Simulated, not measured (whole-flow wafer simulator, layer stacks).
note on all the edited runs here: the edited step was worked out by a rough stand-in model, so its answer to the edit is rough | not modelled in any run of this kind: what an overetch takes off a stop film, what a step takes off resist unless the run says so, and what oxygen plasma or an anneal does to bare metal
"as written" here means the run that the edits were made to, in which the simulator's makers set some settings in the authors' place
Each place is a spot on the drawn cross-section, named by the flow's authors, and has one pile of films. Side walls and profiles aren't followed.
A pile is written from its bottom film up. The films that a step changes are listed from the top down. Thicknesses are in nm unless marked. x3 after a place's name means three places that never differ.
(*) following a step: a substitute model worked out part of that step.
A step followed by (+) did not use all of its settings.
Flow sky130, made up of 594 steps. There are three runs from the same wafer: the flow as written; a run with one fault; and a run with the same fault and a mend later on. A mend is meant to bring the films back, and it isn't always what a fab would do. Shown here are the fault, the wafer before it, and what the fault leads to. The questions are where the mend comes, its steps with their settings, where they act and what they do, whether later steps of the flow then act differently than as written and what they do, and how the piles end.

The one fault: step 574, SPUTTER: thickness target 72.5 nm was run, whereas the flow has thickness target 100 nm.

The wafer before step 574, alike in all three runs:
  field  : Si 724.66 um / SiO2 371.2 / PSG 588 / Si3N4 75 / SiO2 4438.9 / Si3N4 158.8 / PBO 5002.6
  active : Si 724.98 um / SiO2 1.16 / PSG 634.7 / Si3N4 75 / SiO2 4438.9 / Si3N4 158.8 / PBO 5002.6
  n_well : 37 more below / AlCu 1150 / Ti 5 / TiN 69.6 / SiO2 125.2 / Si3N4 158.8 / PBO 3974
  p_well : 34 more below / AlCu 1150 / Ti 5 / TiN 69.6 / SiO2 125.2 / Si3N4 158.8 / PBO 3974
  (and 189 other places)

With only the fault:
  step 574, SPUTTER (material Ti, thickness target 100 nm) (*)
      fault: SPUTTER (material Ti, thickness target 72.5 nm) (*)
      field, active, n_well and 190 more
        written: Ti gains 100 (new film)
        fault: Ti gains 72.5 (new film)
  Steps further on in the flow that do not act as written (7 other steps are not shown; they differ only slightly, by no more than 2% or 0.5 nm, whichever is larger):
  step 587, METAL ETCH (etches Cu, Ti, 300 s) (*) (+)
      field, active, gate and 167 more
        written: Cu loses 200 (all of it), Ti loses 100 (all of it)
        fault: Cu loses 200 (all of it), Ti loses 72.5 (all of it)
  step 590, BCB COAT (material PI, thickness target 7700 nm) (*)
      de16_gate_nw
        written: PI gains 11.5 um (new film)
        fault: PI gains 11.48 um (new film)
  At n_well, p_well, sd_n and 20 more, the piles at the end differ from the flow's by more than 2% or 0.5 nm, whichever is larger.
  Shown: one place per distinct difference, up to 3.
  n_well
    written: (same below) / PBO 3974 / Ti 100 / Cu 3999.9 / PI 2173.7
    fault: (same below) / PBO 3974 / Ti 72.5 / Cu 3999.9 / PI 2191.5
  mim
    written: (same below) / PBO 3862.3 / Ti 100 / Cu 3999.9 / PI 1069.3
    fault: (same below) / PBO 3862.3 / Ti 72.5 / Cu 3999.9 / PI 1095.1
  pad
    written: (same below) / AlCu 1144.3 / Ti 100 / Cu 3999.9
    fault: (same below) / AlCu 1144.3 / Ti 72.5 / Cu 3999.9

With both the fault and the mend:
  The mend stands after step 574.
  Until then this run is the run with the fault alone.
  step 574a, SPUTTER (material Ti, thickness target 27.5 nm) (*) (a further turn of the flow's step 574, with different settings)
      field, active, n_well and 190 more
        Ti gains 27.5
  Every later step of the flow that is run acts as written at every place that is followed.
  The piles end the same as the flow's at every place that both follow.
